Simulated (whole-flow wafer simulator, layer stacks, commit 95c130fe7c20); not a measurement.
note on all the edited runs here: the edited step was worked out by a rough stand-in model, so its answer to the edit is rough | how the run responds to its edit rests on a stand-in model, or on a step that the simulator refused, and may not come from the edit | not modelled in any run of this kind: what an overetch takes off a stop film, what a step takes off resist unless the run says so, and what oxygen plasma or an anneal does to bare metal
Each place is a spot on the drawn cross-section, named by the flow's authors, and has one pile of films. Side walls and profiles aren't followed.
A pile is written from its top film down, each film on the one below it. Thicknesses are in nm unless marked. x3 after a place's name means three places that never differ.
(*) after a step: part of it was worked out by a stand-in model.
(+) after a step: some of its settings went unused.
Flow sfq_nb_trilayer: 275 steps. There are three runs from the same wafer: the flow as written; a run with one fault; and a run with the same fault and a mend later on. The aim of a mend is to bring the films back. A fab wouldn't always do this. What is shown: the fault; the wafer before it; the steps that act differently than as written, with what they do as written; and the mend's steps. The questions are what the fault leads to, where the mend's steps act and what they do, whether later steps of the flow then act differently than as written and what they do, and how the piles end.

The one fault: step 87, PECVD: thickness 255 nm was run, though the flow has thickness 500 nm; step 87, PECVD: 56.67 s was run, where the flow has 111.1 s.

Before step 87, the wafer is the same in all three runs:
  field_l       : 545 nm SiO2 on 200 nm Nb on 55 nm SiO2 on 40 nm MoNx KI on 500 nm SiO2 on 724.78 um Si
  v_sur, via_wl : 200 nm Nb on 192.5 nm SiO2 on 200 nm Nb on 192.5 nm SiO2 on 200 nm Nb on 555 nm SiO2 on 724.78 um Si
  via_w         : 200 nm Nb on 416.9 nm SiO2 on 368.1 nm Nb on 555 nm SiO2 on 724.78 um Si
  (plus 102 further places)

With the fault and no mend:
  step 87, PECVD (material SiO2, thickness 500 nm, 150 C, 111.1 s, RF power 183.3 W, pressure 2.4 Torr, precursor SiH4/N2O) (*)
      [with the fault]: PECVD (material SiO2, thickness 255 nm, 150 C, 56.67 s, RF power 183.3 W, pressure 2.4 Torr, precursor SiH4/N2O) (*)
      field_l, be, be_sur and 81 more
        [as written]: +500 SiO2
        [with the fault]: +255 SiO2
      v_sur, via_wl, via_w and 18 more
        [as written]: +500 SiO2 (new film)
        [with the fault]: +255 SiO2 (new film)
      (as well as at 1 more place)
  Steps later in the flow that act otherwise than as written (not shown: 12 more steps that differ only slightly, by at most 2% or 0.5 nm, whichever is larger):
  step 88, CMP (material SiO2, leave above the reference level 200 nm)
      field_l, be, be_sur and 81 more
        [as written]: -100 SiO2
        [with the fault]: nothing
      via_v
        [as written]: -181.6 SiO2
        [with the fault]: nothing
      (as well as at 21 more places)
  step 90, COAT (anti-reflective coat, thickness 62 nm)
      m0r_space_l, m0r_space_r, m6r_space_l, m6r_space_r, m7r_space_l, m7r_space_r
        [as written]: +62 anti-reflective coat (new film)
        [with the fault]: +79.6 anti-reflective coat (new film)
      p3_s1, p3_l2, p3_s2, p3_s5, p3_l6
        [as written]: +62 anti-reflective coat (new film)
        [with the fault]: +63.8 anti-reflective coat (new film)
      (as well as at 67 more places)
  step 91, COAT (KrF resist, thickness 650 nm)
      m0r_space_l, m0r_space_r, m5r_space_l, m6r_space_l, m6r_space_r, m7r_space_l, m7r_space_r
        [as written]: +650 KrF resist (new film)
        [with the fault]: +668.4 KrF resist (new film)
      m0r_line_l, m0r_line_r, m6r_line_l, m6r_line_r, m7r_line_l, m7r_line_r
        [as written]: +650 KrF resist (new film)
        [with the fault]: +678.6 KrF resist (new film)
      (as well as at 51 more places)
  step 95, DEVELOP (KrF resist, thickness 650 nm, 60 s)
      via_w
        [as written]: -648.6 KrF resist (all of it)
        [with the fault]: -597.2 KrF resist (all of it)
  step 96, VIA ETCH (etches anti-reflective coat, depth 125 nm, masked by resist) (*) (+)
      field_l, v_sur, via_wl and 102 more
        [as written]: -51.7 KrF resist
        [with the fault]: -41.9 KrF resist
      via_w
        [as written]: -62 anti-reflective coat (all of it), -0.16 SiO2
        [with the fault]: -50.3 anti-reflective coat (all of it), -0.13 SiO2
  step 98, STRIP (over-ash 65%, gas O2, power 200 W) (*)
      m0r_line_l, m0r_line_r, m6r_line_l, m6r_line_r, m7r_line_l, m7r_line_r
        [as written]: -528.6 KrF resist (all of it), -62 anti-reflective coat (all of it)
        [with the fault]: -566.9 KrF resist (all of it), -62.6 anti-reflective coat (all of it)
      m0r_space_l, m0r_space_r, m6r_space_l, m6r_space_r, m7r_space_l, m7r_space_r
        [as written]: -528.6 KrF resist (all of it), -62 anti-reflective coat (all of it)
        [with the fault]: -556.7 KrF resist (all of it), -79.6 anti-reflective coat (all of it)
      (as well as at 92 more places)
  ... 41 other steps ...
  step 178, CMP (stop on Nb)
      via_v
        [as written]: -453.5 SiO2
        [with the fault]: -340.8 SiO2
  The piles end different from the flow's at via_v, ln_m5, lsp_m and 13 more by more than 2% or 0.5 nm, whichever is larger.
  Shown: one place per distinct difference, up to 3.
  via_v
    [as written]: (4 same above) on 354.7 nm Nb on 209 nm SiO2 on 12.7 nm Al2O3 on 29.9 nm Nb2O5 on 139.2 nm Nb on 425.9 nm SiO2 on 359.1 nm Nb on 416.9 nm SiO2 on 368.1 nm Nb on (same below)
    [with the fault]: (4 same above) on 354.7 nm Nb on 459.7 nm SiO2 on 9.16 nm Al2O3 on 36.3 nm Nb2O5 on 104.3 nm Nb on 344 nm SiO2 on 90.1 nm Nb on 171.7 nm SiO2 on 164.5 nm Nb on 213 nm SiO2 on 368.1 nm Nb on (same below)
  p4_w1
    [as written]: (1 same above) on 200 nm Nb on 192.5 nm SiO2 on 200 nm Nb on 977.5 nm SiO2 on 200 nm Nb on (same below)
    [with the fault]: (1 same above) on 200 nm Nb on 337.5 nm SiO2 on 200 nm Nb on 832.5 nm SiO2 on 200 nm Nb on (same below)
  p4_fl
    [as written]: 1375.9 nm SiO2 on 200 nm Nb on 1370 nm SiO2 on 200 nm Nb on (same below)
    [with the fault]: 1420.9 nm SiO2 on 200 nm Nb on 1325 nm SiO2 on 200 nm Nb on (same below)

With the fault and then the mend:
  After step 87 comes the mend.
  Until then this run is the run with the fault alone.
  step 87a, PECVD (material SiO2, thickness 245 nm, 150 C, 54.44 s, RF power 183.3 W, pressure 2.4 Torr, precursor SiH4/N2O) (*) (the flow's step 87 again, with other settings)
      field_l, v_sur, via_wl and 102 more
        +245 SiO2
      via_v
        +257.5 SiO2
  Steps later in the flow that act otherwise than as written (not shown: 2 more steps that differ only slightly, by at most 2% or 0.5 nm, whichever is larger):
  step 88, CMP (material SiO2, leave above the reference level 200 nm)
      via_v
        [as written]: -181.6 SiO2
        [with the mend]: -53.7 SiO2
  At every place that both follow, the piles at the end match the flow's.
